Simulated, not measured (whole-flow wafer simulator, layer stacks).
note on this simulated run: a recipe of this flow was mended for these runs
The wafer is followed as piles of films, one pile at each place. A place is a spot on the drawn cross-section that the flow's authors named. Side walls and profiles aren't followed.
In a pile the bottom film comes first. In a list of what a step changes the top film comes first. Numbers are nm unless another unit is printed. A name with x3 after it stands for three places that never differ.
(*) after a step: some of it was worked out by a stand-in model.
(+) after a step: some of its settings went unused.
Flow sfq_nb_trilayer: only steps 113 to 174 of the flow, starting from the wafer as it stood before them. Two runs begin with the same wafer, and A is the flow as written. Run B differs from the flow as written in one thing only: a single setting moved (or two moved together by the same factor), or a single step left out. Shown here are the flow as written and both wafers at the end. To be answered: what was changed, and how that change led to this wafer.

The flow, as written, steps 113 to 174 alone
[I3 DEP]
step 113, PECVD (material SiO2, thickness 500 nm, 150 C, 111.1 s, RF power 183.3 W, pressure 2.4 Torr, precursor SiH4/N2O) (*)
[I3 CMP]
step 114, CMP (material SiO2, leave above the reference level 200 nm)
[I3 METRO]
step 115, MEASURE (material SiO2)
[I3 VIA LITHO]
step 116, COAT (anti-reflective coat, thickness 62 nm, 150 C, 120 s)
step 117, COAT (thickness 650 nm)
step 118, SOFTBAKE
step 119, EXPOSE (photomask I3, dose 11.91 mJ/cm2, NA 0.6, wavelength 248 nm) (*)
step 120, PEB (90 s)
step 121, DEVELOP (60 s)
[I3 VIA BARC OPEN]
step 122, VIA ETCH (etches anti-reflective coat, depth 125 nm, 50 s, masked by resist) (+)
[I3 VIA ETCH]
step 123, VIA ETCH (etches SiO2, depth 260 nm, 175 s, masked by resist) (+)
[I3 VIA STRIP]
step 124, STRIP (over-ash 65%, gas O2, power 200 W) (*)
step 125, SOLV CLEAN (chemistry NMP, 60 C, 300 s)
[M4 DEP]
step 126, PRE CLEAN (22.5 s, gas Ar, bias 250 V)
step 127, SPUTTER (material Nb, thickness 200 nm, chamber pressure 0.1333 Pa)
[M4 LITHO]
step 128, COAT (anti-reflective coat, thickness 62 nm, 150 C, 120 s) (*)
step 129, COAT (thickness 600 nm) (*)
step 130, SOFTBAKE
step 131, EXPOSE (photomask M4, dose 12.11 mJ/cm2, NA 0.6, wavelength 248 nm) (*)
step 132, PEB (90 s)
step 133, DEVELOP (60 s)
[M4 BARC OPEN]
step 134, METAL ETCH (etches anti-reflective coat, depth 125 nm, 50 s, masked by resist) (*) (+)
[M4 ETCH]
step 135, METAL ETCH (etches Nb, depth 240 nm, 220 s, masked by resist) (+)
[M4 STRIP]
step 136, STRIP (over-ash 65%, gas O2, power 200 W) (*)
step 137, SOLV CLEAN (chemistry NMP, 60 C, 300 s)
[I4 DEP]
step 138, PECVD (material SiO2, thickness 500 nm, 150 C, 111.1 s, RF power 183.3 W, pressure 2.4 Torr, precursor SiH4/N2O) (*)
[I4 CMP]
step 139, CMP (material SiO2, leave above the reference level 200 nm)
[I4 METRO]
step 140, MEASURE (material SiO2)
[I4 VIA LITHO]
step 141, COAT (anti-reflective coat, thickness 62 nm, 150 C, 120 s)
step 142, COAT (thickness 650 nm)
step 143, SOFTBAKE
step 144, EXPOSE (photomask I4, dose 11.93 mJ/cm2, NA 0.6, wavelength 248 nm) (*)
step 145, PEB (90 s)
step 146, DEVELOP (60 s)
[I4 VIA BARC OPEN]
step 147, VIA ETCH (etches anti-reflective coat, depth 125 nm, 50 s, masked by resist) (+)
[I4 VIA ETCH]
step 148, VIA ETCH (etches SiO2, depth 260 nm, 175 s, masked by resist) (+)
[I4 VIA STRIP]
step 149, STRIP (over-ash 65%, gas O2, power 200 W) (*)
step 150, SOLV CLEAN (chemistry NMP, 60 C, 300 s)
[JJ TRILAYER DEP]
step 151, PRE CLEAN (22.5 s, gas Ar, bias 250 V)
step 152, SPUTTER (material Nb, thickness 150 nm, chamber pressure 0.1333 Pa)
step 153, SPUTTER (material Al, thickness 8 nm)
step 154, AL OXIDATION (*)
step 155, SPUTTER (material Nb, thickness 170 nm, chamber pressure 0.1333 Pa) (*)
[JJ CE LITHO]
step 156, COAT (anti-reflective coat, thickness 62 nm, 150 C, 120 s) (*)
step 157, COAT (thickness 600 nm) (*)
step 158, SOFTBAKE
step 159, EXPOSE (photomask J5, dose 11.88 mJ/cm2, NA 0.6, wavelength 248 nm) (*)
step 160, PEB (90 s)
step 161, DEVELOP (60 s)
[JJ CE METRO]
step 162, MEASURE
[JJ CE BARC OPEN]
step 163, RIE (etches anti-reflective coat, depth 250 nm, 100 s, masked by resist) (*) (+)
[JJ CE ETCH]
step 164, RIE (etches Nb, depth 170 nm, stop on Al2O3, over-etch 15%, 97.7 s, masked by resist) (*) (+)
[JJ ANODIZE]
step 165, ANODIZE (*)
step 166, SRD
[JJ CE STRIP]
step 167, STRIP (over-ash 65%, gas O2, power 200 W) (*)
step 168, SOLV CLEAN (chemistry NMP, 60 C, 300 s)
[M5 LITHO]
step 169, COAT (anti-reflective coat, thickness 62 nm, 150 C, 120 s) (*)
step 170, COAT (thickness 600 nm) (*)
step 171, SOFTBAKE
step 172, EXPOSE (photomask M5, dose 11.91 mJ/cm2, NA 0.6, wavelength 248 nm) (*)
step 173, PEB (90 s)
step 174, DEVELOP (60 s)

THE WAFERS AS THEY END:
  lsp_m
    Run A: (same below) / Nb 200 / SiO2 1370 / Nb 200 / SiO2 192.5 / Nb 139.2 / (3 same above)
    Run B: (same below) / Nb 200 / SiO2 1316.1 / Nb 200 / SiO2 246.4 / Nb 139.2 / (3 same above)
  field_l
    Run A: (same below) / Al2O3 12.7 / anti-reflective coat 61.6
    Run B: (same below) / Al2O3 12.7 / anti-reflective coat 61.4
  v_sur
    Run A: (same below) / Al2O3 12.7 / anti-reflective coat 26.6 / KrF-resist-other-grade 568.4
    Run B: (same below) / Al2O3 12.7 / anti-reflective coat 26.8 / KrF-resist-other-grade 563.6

Cause: step 113, PECVD: 77.78 s was run, though the flow has 111.1 s.

The path from the change to this, step by step:
  step 113, PECVD (material SiO2, thickness 500 nm, 150 C, 111.1 s, RF power 183.3 W, pressure 2.4 Torr, precursor SiH4/N2O) (*)
      field_l, be, be_sur and 64 more: A +500 SiO2 | B +350.1 SiO2
      v_sur, via_wl, via_wr and 27 more: A +500 SiO2 (new film) | B +350.1 SiO2 (new film)
      (as well as at 9 more places)
  step 114, CMP (material SiO2, leave above the reference level 200 nm)
      field_l, be, be_sur and 64 more: A -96 SiO2 | B nothing
      p4_g1, p4_g2, p3_s0, p3_s1, p3_s2, p3_s3, p3_s4, p3_s5: A -157.1 SiO2 | B nothing
      (as well as at 31 more places)
  step 116, COAT (anti-reflective coat, thickness 62 nm, 150 C, 120 s)
      p4_fm, m0r_space_l, m0r_space_r, m6r_space_l x2, m6r_space_r x2: A +62 anti-reflective coat (new film) | B +77.3 anti-reflective coat (new film)
      m0r_line_l x3, m0r_line_r x3: A +62 anti-reflective coat (new film) | B +70.9 anti-reflective coat (new film)
      (as well as at 68 more places)
  step 117, COAT (thickness 650 nm)
      via_sp: A +650 KrF-resist-other-grade (new film) | B +634.8 KrF-resist-other-grade (new film)
      via_v: A +650 KrF-resist-other-grade (new film) | B +631 KrF-resist-other-grade (new film)
      (as well as at 8 more places)
  step 121, DEVELOP (60 s)
      via_v: A -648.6 KrF-resist-other-grade (all of it) | B -629.6 KrF-resist-other-grade (all of it)
  step 122, VIA ETCH (etches anti-reflective coat, depth 125 nm, 50 s, masked by resist) (+)
      via_v: A -62 anti-reflective coat (all of it), -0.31 SiO2 | B -59.2 anti-reflective coat (all of it), -0.33 SiO2
  step 124, STRIP (over-ash 65%, gas O2, power 200 W) (*)
      m0r_line_l x3, m0r_line_r x3: A -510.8 KrF-resist-other-grade (all of it), -62 anti-reflective coat (all of it) | B -517.7 KrF-resist-other-grade (all of it), -70.9 anti-reflective coat (all of it)
      m0r_space_l, m0r_space_r, m6r_space_l x2, m6r_space_r x2: A -510.8 KrF-resist-other-grade (all of it), -62 anti-reflective coat (all of it) | B -512.4 KrF-resist-other-grade (all of it), -77.3 anti-reflective coat (all of it)
      (as well as at 70 more places)
  step 128, COAT (anti-reflective coat, thickness 62 nm, 150 C, 120 s) (*)
      m0r_line_l x3, m0r_line_r x3: A +62 anti-reflective coat (new film) | B +69.2 anti-reflective coat (new film)
      wl_a_m6, wl_a_sr, wl_b_sl, m5r_line_l, m5r_line_r: A +62 anti-reflective coat (new film) | B +60.6 anti-reflective coat (new film)
      (as well as at 70 more places)
  step 129, COAT (thickness 600 nm) (*)
      via_wr: A +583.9 KrF-resist-other-grade (new film) | B +571 KrF-resist-other-grade (new film)
      via_sp: A +600.1 KrF-resist-other-grade (new film) | B +582.7 KrF-resist-other-grade (new film)
      (as well as at 9 more places)
  step 133, DEVELOP (60 s)
      wl_d_sl, wl_d_sr: A -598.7 KrF-resist-other-grade (all of it) | B -612.2 KrF-resist-other-grade (all of it)
      wl_d_m1: A -598.7 KrF-resist-other-grade (all of it) | B -617.3 KrF-resist-other-grade (all of it)
      (as well as at 4 more places)
  step 134, METAL ETCH (etches anti-reflective coat, depth 125 nm, 50 s, masked by resist) (*) (+)
      m0r_line_l x3, m0r_line_r x3: A -62 anti-reflective coat (all of it) | B -69.2 anti-reflective coat (all of it)
      p3_s1, p3_s2, p3_s3: A -62 anti-reflective coat (all of it) | B -91.1 anti-reflective coat (all of it)
      (as well as at 40 more places)
  step 136, STRIP (over-ash 65%, gas O2, power 200 W) (*)
      wl_a_sr, wl_b_sl: A -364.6 KrF-resist-other-grade (all of it), -62 anti-reflective coat (all of it) | B -359.2 KrF-resist-other-grade (all of it), -60.6 anti-reflective coat (all of it)
      v_sur: A -360.6 KrF-resist-other-grade (all of it), -64.7 anti-reflective coat (all of it) | B -356.7 KrF-resist-other-grade (all of it), -37.8 anti-reflective coat (all of it)
      (as well as at 33 more places)
  step 138, PECVD (material SiO2, thickness 500 nm, 150 C, 111.1 s, RF power 183.3 W, pressure 2.4 Torr, precursor SiH4/N2O) (*)
      p3_s0, p3_s1, p3_s2, p3_s3, p3_s4, p3_s5: A +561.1 SiO2 | B +614.9 SiO2
  step 139, CMP (material SiO2, leave above the reference level 200 nm)
      field_l, be, be_sur and 55 more: A -96 SiO2 | B -42.1 SiO2
      ln_m5, lsp_m, ln_m6, p4_fl, p4_fm, p4_g1, p4_g2, p4_fr: A -300 SiO2 | B -246.1 SiO2
      (as well as at 4 more places)
  step 148, VIA ETCH (etches SiO2, depth 260 nm, 175 s, masked by resist) (+)
      via_w: A -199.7 SiO2 (all of it), -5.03 Nb | B -232.1 SiO2 (all of it), -2.33 Nb
  step 152, SPUTTER (material Nb, thickness 150 nm, chamber pressure 0.1333 Pa)
      via_w: A +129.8 Nb | B +126.3 Nb
  ... 7 other steps ...
  step 170, COAT (thickness 600 nm) (*)
      via_w: A +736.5 KrF-resist-other-grade (new film) | B +755.4 KrF-resist-other-grade (new film)
